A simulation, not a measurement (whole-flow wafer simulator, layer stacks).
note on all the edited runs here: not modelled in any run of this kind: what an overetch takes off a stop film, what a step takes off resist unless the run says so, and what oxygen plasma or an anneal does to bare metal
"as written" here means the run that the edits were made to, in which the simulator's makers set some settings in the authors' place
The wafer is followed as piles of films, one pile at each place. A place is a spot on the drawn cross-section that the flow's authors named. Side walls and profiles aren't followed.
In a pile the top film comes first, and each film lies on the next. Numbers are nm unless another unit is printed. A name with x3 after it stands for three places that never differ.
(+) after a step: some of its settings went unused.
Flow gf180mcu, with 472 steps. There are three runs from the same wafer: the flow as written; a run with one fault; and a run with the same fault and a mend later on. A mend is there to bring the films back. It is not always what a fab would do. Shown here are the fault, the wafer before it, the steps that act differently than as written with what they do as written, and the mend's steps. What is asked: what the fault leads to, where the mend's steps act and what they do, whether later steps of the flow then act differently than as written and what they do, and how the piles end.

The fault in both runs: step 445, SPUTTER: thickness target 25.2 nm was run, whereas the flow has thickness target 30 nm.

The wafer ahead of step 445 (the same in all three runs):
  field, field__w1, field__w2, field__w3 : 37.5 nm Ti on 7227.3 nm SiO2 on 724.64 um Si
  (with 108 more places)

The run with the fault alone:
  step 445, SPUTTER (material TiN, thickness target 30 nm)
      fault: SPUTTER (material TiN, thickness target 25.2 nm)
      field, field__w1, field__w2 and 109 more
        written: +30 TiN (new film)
        fault: +25.2 TiN (new film)
  Later steps of the flow acting differently than as written (5 more steps, not shown, differ only slightly: by at most 2% or 0.5 nm, whichever is larger):
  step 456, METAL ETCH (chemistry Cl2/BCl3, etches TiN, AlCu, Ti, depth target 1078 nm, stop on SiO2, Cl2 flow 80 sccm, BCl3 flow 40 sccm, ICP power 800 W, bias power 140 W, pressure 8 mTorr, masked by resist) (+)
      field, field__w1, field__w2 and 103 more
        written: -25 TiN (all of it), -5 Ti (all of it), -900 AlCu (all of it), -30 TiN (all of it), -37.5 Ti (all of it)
        fault: -25 TiN (all of it), -5 Ti (all of it), -900 AlCu (all of it), -25.2 TiN (all of it), -37.5 Ti (all of it)
  The piles end different from the flow's at field__w8, contact, m1, m1__w1, pad, m1_nw by more than 2% or 0.5 nm, whichever is larger.
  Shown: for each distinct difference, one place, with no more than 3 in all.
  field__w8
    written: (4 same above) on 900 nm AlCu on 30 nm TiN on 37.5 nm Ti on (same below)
    fault: (4 same above) on 900 nm AlCu on 25.2 nm TiN on 37.5 nm Ti on (same below)
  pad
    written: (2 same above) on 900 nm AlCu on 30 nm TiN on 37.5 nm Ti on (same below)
    fault: (2 same above) on 900 nm AlCu on 25.2 nm TiN on 37.5 nm Ti on (same below)

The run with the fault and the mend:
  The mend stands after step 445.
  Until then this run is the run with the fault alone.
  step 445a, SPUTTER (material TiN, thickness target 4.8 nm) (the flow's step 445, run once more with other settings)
      field, field__w1, field__w2 and 109 more
        +4.8 TiN
  Every later step of the flow that is run acts as written at every place that is followed.
  By the end, the piles equal the flow's at every place that both follow.
